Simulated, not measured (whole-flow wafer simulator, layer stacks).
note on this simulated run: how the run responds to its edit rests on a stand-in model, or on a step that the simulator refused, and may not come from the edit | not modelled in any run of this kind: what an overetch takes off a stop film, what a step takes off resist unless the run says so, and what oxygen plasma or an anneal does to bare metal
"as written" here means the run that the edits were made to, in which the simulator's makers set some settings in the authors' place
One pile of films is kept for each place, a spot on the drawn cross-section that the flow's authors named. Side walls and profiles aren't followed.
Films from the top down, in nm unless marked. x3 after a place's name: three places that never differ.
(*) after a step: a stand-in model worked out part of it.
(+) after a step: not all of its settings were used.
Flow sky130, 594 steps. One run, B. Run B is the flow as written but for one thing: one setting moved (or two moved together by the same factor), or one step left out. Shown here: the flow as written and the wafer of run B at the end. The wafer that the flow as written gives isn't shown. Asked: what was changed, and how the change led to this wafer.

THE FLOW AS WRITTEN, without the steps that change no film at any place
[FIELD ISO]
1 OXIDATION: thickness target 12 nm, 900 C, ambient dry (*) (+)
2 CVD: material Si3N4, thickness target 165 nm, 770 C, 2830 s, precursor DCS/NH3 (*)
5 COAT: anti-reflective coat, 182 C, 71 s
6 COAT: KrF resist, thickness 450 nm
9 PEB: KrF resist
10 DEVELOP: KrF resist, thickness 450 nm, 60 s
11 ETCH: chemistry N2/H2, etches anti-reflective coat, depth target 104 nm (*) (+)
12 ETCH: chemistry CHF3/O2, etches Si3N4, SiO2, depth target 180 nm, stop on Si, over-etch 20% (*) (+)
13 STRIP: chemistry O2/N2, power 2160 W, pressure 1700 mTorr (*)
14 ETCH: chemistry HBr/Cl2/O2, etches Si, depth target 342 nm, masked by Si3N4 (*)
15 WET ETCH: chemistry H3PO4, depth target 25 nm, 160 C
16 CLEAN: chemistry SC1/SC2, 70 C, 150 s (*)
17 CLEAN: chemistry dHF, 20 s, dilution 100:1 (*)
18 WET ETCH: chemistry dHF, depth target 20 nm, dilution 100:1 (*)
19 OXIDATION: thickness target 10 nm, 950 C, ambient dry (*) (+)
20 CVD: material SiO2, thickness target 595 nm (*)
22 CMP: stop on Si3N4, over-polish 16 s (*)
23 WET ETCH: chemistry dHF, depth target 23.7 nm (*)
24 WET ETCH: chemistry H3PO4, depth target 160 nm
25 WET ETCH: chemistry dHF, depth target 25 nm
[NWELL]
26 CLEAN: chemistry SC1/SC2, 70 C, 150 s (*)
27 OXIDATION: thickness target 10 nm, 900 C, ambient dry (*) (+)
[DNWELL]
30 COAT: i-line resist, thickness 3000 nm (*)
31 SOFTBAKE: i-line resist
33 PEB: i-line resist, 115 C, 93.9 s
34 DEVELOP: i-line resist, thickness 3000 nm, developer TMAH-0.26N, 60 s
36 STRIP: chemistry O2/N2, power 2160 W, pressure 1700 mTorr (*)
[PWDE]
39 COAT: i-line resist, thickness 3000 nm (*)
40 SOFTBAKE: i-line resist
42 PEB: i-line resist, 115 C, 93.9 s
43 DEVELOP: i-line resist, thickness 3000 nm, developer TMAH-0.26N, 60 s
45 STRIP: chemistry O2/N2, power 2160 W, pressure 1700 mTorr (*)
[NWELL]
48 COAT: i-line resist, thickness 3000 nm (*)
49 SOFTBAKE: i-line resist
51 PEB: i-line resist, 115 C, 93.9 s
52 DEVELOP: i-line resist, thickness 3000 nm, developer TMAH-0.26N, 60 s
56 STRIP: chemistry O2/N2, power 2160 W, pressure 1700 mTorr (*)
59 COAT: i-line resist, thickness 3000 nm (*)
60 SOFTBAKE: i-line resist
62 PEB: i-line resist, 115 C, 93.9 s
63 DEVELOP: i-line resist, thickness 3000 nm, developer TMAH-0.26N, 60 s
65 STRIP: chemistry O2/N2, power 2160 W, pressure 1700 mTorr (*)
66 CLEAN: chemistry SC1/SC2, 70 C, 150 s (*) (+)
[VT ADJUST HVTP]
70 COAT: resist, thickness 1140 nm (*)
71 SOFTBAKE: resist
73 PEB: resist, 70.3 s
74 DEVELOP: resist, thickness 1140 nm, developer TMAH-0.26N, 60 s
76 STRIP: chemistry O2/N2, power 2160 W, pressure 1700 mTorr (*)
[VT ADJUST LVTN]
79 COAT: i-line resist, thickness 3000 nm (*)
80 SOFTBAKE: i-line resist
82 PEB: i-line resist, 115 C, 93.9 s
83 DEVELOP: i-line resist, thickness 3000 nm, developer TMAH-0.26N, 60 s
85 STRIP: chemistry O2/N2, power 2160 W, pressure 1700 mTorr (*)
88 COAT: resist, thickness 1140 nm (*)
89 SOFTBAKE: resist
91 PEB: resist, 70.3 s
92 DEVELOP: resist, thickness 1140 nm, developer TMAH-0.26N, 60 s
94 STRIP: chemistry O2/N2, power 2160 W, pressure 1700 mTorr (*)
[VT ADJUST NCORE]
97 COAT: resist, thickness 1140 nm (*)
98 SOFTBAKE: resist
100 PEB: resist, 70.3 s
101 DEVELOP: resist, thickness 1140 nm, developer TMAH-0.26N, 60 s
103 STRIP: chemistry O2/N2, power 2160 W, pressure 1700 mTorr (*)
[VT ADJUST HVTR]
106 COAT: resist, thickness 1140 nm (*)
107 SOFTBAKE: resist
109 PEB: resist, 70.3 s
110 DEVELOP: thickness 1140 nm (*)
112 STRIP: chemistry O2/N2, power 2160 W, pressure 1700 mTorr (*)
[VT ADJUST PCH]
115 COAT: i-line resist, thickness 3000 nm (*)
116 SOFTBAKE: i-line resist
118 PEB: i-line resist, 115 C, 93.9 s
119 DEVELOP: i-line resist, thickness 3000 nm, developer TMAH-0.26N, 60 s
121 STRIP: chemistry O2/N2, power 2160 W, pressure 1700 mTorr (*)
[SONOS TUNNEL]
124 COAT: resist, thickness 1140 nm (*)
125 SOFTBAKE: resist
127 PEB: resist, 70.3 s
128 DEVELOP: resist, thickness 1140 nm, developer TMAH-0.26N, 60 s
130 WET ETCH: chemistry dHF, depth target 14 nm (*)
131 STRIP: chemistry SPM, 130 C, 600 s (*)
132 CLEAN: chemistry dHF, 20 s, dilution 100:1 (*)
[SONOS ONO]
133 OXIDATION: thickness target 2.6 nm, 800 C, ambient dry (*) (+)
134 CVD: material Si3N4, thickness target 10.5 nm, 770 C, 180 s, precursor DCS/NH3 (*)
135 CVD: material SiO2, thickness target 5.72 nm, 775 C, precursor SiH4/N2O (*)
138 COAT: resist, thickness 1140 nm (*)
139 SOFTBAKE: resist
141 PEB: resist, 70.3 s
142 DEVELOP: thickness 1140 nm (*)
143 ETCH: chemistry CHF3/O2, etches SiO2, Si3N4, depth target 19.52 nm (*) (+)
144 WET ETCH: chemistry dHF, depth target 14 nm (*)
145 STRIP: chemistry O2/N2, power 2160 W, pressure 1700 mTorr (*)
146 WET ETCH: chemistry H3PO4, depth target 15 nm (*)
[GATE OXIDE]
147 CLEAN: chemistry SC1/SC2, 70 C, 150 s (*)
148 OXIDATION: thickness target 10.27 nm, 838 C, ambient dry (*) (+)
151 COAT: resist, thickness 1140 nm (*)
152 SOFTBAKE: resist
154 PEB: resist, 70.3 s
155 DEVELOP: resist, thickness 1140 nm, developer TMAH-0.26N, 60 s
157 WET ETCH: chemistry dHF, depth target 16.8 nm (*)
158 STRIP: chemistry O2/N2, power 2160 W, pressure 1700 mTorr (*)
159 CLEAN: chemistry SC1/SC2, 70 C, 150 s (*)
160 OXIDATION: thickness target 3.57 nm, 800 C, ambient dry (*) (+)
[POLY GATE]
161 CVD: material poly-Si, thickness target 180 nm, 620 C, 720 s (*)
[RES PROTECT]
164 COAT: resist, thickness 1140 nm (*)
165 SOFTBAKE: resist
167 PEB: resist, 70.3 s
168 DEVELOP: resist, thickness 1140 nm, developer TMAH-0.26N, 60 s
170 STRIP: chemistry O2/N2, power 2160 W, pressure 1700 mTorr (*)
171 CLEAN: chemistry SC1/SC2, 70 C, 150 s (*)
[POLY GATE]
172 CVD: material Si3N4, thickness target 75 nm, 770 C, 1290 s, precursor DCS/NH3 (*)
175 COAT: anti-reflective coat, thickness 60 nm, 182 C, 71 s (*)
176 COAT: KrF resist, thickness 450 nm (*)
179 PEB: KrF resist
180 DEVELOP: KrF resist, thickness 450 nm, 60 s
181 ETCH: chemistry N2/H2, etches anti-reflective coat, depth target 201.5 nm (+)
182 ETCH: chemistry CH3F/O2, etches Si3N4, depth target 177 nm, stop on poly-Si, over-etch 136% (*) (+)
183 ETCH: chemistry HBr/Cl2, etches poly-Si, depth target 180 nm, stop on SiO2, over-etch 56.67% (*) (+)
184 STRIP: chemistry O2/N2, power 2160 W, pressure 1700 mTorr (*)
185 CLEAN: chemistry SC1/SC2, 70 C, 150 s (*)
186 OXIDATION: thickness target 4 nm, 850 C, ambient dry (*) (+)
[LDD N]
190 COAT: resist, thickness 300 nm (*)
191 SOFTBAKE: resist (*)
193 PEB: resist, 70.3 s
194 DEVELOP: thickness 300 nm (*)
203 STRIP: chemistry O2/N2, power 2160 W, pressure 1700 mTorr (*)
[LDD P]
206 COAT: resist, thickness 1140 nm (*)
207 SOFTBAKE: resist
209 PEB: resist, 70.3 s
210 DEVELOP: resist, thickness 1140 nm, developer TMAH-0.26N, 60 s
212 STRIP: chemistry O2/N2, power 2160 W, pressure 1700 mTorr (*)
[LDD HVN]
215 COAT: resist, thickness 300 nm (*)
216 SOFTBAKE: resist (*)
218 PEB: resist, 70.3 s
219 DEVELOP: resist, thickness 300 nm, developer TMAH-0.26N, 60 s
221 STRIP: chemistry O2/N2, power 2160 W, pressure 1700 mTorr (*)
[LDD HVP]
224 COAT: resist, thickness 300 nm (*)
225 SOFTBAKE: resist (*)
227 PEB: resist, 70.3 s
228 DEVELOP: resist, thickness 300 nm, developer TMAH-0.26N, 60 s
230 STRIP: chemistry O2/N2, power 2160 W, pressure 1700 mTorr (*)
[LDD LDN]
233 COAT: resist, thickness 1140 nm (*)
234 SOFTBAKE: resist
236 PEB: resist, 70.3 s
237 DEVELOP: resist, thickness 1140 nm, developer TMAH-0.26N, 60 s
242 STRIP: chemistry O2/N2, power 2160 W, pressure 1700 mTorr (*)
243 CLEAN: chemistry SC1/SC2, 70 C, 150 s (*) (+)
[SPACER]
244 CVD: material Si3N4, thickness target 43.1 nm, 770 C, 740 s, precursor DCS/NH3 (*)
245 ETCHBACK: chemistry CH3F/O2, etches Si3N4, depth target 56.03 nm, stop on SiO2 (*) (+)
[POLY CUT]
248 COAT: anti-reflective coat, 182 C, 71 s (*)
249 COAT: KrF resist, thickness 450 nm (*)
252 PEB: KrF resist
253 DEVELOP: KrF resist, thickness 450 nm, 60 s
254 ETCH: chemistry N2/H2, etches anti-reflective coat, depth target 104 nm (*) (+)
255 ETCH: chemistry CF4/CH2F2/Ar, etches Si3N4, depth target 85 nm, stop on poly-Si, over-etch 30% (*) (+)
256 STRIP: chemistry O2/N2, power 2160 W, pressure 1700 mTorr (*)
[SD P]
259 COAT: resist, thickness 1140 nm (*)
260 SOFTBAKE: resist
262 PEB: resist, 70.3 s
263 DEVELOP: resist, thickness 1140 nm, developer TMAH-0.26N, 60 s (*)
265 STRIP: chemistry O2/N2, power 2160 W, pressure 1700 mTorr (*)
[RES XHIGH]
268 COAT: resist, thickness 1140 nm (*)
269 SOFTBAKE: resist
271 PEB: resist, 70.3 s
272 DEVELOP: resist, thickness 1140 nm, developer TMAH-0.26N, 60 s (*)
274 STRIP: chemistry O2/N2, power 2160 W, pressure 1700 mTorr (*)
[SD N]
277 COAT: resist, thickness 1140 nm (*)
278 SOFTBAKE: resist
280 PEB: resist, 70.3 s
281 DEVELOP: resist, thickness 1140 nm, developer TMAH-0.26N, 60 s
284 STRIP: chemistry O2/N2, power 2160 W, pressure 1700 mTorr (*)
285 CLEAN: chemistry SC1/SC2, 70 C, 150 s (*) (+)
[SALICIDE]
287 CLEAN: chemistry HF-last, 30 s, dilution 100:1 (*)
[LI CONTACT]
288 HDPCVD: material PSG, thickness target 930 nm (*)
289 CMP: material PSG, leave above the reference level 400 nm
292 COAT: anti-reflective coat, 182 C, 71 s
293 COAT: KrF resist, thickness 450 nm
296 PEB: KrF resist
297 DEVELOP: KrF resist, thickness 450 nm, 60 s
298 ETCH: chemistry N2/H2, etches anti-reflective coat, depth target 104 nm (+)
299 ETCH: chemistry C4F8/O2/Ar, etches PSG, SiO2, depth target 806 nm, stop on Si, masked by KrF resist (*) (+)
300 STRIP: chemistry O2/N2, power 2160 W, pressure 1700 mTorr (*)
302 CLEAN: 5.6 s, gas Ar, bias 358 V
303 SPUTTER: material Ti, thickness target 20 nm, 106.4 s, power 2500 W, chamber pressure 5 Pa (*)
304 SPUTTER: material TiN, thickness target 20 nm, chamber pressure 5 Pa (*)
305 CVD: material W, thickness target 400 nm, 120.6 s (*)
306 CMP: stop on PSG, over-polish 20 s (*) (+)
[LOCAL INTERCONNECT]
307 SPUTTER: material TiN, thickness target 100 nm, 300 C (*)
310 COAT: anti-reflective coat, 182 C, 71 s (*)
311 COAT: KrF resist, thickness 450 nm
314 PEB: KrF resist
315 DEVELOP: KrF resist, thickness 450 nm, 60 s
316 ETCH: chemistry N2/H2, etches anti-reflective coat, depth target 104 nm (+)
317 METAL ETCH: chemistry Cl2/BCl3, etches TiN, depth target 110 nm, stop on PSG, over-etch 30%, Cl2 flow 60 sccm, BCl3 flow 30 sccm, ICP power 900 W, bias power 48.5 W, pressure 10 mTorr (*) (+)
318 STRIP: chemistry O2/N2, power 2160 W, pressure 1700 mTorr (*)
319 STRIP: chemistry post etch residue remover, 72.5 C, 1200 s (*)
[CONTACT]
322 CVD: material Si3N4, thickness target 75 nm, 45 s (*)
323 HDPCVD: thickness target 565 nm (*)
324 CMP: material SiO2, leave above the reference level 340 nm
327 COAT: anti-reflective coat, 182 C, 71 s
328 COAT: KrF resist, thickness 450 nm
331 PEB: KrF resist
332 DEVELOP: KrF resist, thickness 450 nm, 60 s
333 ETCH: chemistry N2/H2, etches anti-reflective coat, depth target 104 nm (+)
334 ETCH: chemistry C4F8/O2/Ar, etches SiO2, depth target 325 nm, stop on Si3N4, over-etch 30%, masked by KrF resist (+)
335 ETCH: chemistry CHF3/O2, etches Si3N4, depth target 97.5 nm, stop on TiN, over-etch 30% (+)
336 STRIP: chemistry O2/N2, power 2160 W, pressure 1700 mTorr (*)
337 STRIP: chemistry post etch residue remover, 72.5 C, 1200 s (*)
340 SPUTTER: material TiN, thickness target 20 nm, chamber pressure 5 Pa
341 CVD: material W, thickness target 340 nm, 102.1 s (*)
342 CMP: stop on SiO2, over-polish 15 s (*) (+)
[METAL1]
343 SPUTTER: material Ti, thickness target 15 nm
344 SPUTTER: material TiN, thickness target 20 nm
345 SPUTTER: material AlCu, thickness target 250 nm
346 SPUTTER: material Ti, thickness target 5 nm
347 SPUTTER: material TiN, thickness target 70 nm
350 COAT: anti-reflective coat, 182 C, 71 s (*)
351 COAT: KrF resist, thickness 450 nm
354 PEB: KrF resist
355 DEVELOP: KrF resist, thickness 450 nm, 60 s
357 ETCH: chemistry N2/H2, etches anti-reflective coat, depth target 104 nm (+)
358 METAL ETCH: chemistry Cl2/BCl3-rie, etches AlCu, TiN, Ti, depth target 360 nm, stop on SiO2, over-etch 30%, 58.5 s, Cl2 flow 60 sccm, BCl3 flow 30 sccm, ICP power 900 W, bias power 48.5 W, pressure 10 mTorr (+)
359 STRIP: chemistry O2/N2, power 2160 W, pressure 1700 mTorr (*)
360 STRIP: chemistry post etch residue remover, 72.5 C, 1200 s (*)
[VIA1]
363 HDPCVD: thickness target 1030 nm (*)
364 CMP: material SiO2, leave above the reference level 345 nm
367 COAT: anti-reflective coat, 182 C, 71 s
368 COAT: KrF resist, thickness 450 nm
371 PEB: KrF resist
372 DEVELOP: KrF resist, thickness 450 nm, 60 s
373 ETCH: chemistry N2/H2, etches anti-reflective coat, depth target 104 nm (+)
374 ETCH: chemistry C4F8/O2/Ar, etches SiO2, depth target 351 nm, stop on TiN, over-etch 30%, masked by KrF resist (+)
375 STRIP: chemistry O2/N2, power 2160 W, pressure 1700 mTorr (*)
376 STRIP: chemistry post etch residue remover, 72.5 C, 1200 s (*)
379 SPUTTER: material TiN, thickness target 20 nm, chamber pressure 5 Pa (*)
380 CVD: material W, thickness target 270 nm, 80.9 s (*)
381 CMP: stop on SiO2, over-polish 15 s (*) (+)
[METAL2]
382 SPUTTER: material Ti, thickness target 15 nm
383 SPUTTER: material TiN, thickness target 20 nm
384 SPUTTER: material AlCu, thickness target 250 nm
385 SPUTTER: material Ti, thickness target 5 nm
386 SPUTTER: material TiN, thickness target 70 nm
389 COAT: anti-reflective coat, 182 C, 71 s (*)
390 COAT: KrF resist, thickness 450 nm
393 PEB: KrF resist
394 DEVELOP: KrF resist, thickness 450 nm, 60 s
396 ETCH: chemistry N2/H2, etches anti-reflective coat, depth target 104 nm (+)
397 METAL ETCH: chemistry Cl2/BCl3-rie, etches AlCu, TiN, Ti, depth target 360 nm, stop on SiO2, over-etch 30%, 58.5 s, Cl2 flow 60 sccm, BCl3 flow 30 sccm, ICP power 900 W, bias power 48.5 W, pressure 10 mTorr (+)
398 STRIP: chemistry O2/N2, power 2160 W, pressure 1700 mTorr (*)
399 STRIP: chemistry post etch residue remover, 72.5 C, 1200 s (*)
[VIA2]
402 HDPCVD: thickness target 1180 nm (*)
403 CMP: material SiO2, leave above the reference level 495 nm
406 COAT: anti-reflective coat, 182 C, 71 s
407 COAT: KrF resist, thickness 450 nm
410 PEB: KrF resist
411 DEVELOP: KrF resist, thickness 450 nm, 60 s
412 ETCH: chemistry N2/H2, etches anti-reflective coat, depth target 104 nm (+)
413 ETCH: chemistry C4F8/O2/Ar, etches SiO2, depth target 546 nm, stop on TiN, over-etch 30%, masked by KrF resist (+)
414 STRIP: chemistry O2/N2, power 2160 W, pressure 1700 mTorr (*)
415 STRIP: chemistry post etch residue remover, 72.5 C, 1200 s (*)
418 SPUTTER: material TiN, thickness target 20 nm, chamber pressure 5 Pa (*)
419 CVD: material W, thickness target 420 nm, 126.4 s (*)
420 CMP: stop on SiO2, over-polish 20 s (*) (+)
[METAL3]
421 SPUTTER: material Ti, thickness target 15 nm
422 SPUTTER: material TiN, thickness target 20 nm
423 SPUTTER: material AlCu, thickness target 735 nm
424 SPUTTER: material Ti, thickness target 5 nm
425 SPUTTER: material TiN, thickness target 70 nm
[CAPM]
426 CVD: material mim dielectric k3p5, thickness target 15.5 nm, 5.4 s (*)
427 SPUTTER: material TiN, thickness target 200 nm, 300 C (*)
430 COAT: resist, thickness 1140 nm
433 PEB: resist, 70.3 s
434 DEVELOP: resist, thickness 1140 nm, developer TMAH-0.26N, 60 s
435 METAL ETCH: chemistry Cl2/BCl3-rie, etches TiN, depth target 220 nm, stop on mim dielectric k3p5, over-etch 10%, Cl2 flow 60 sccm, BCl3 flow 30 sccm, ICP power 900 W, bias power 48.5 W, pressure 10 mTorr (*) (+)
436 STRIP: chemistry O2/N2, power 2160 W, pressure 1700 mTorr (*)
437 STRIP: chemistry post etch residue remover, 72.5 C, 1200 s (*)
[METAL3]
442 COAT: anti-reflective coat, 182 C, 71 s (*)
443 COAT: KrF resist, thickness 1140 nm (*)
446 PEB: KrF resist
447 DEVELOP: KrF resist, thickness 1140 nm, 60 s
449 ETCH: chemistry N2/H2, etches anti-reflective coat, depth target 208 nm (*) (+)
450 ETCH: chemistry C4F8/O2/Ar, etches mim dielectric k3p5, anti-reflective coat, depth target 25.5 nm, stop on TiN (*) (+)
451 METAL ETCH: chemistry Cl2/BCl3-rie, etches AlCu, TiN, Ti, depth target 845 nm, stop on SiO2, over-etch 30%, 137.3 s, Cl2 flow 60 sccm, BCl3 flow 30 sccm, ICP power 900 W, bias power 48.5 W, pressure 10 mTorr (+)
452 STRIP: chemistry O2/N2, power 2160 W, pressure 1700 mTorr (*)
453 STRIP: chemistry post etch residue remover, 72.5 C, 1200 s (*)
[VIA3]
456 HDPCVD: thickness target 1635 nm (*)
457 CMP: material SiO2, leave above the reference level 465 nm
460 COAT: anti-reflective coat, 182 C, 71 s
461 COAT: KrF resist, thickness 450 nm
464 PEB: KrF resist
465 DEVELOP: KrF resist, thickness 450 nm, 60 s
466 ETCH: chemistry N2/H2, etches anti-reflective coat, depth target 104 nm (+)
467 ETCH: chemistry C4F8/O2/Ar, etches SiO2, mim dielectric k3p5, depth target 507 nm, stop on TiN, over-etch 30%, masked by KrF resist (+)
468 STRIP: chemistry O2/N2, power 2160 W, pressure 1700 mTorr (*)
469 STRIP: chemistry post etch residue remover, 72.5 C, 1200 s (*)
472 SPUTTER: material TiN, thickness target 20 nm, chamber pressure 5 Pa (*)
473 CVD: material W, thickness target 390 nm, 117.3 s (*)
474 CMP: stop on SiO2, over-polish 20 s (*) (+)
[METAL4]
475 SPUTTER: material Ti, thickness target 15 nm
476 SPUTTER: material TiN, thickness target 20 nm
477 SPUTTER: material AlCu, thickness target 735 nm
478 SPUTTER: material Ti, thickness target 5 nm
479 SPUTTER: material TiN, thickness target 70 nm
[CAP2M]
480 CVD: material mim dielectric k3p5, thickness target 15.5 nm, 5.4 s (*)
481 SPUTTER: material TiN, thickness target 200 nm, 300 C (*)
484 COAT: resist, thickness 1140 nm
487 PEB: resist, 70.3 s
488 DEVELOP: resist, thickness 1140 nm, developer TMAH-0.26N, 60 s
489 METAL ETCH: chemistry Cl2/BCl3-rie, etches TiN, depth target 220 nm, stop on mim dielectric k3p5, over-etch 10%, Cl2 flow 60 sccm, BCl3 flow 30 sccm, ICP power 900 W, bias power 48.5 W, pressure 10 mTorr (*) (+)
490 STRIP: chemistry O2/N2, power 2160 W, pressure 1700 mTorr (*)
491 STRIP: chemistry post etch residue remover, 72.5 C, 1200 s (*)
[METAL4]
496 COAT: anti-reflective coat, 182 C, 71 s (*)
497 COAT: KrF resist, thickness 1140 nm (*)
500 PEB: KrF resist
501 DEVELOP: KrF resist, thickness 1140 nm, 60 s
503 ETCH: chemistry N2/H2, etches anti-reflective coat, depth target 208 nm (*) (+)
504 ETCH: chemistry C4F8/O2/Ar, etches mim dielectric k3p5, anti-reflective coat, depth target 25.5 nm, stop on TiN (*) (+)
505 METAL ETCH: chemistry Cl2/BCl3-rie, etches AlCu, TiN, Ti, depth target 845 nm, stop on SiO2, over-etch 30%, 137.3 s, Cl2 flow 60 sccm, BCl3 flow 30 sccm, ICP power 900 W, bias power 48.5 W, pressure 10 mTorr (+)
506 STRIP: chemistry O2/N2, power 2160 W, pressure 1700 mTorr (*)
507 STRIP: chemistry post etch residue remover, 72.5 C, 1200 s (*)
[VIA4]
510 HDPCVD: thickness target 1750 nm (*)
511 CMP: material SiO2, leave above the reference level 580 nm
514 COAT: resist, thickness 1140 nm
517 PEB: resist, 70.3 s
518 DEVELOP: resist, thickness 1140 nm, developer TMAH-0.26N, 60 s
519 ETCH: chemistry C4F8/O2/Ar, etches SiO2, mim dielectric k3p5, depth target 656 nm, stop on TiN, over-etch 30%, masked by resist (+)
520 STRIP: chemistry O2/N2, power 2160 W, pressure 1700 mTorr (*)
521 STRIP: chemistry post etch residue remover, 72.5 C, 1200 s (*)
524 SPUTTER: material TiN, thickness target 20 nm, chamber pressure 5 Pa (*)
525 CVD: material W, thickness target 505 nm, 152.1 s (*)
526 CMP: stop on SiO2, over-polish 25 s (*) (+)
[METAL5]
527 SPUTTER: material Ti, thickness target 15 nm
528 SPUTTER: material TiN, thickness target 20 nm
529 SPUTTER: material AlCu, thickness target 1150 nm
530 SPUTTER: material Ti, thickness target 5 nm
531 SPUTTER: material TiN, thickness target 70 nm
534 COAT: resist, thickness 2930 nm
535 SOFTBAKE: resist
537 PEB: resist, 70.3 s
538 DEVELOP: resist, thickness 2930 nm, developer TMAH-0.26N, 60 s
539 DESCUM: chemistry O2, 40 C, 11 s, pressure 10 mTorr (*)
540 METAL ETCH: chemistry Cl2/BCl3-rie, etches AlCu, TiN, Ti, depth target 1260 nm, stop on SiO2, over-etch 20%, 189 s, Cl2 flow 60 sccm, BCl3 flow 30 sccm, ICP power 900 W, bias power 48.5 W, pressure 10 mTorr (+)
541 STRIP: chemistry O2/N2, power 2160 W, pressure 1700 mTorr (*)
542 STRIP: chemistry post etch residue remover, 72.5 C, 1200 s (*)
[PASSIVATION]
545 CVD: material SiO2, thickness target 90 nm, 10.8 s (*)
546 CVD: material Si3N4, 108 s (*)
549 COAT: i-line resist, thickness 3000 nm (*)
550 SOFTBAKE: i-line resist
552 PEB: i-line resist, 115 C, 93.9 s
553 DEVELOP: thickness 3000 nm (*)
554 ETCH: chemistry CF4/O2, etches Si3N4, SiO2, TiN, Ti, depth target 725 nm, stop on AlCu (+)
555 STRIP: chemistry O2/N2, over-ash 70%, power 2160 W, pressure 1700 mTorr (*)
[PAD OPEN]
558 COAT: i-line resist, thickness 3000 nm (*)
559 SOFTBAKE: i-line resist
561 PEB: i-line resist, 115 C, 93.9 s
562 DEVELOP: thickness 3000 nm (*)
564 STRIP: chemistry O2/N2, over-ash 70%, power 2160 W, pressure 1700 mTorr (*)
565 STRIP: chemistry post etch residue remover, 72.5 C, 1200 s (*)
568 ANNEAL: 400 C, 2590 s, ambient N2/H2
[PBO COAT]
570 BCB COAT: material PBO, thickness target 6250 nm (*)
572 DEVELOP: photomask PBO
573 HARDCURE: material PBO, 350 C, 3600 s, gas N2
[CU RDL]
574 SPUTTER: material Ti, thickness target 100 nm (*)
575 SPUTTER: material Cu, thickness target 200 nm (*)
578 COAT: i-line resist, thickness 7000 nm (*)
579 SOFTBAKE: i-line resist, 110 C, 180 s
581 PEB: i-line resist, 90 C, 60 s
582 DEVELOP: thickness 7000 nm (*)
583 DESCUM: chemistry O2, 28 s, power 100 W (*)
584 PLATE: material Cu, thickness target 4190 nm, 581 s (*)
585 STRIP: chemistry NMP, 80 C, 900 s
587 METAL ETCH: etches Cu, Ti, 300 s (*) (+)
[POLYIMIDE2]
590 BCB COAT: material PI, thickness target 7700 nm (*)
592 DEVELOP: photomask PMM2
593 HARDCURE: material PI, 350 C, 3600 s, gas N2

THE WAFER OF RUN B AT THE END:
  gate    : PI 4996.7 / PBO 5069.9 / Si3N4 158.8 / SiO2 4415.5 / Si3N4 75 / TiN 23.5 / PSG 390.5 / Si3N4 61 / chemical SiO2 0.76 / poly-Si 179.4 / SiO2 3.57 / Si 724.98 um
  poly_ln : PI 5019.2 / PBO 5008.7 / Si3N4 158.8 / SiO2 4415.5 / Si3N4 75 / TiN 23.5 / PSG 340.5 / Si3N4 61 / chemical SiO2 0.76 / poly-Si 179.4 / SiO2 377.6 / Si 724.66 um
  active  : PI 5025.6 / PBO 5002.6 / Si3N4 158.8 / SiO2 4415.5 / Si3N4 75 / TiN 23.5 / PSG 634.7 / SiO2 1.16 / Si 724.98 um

The cause: step 316, ETCH: depth target 56.2 nm was run, where the flow has depth target 104 nm.

How the change led to this, step by step:
  316 ETCH: chemistry N2/H2, etches anti-reflective coat, depth target 104 nm (+)
      field, active, gate and 87 more: anti-reflective coat -56.2 (as written it would be: anti-reflective coat -80 (all of it), TiN -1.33)
      rpo_hd: anti-reflective coat -56.2 (as written it would be: anti-reflective coat -80 (all of it), TiN -1.34)
      (and at 100 more places)
  317 METAL ETCH: chemistry Cl2/BCl3, etches TiN, depth target 110 nm, stop on PSG, over-etch 30%, Cl2 flow 60 sccm, BCl3 flow 30 sccm, ICP power 900 W, bias power 48.5 W, pressure 10 mTorr (*) (+)
      field, active, gate and 84 more: anti-reflective coat -23.8 (all of it), TiN -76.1 (as written it would be: TiN -98.7 (all of it))
      rpo_hd, rpm_encl, rpm_encl_psd, iso_guard_nsd_tip: anti-reflective coat -23.8 (all of it), TiN -76.2 (as written it would be: TiN -98.7 (all of it))
  318 STRIP: chemistry O2/N2, power 2160 W, pressure 1700 mTorr (*)
      n_well, p_well, gate_hv and 93 more: KrF resist -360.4 (all of it), anti-reflective coat -80 (all of it) (as written it would be: KrF resist -333.8 (all of it), anti-reflective coat -80 (all of it))
      poly_licon, ndiff_licon, ndiff_licon_cpp, rpo_hd_licon: KrF resist -360.4 (all of it), anti-reflective coat -80.5 (all of it) (as written it would be: KrF resist -333.9 (all of it), anti-reflective coat -80.5 (all of it))
  324 CMP: material SiO2, leave above the reference level 340 nm
      field, active, gate and 84 more: SiO2 -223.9 (as written it would be: SiO2 -200.4)
      rpo_hd, rpm_encl, rpm_encl_psd, iso_guard_nsd_tip: SiO2 -223.8 (as written it would be: SiO2 -200.4)
Counting metal films that touch as one body, gate has 1 body; the flow as written gives 0 bodies.
Counting metal films that touch as one body, poly_ln has 1 body; the flow as written gives 0 bodies.
Counting metal films that touch as one body, active has 1 body; the flow as written gives 0 bodies.
